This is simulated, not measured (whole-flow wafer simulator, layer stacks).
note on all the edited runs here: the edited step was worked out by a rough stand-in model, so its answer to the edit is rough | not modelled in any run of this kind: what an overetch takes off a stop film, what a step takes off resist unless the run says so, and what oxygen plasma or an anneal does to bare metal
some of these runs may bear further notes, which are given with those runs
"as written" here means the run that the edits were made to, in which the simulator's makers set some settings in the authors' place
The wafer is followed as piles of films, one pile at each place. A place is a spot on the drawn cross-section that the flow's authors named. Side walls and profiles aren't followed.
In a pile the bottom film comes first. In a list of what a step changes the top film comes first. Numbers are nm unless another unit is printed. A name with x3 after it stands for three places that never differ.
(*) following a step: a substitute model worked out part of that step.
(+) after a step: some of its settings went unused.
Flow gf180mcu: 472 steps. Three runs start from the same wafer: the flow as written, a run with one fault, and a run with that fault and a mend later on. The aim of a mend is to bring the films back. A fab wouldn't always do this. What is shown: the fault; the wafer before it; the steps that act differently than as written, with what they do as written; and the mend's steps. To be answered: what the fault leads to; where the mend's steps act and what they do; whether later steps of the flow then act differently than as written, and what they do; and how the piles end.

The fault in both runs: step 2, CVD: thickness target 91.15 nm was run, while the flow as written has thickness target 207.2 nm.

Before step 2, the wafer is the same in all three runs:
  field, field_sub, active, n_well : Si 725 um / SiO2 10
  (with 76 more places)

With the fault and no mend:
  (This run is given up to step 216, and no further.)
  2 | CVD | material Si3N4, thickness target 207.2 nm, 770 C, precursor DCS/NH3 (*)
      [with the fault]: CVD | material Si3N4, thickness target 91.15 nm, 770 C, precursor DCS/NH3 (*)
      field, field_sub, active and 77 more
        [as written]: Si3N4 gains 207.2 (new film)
        [with the fault]: Si3N4 gains 91.2 (new film)
  Steps further on in the flow that do not act as written (6 other steps are not shown; they differ only slightly, by no more than 2% or 0.5 nm, whichever is larger):
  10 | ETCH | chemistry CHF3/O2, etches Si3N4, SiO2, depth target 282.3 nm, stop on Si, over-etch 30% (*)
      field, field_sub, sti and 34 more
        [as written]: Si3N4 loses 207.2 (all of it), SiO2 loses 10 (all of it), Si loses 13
        [with the fault]: Si3N4 loses 91.2 (all of it), SiO2 loses 10 (all of it), Si loses 36.2
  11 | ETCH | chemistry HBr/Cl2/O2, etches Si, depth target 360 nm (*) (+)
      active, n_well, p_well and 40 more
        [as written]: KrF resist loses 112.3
        [with the fault]: KrF resist loses 104.6
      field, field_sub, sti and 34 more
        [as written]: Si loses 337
        [with the fault]: Si loses 313.8
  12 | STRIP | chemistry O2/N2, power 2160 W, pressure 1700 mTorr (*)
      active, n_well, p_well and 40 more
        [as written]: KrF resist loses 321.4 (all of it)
        [with the fault]: KrF resist loses 329.1 (all of it)
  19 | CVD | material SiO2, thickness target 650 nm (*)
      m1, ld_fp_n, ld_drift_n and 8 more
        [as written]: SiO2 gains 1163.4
        [with the fault]: SiO2 gains 1047.4
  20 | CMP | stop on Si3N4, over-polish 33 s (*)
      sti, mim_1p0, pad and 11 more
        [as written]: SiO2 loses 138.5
        [with the fault]: SiO2 loses 254.5
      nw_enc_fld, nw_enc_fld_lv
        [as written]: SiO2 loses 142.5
        [with the fault]: SiO2 loses 258.5
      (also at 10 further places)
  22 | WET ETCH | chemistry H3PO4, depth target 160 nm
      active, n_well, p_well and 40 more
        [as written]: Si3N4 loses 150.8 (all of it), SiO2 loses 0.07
        [with the fault]: Si3N4 loses 34.7 (all of it), SiO2 loses 0.98
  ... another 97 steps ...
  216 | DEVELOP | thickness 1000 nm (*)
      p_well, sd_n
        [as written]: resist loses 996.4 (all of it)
        [with the fault]: resist loses 884.4 (all of it)
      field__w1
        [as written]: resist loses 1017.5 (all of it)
        [with the fault]: resist loses 1078.2 (all of it)
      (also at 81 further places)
  The piles after step 216 differ from the flow's at field, field__w1, field__w2 and 68 more by more than 2% or 0.5 nm, whichever is larger.
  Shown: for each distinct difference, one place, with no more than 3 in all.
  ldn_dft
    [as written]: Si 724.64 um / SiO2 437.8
    [with the fault]: Si 724.63 um / SiO2 276.1 / Si3N4 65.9 / SiO2 50
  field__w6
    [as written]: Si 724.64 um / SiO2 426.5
    [with the fault]: Si 724.63 um / SiO2 257.5 / poly-Si 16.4 / SiO2 58.6
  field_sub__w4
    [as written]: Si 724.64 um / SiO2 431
    [with the fault]: Si 724.63 um / SiO2 261.8 / poly-Si 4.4 / SiO2 58.9

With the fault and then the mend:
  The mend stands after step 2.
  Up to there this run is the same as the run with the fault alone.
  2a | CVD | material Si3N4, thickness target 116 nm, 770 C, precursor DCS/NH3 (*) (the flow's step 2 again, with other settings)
      field, field_sub, active and 77 more
        Si3N4 gains 116
  None of the later steps of the flow acts differently than as written at any place that is followed.
  At every place that both follow, the piles at the end match the flow's.
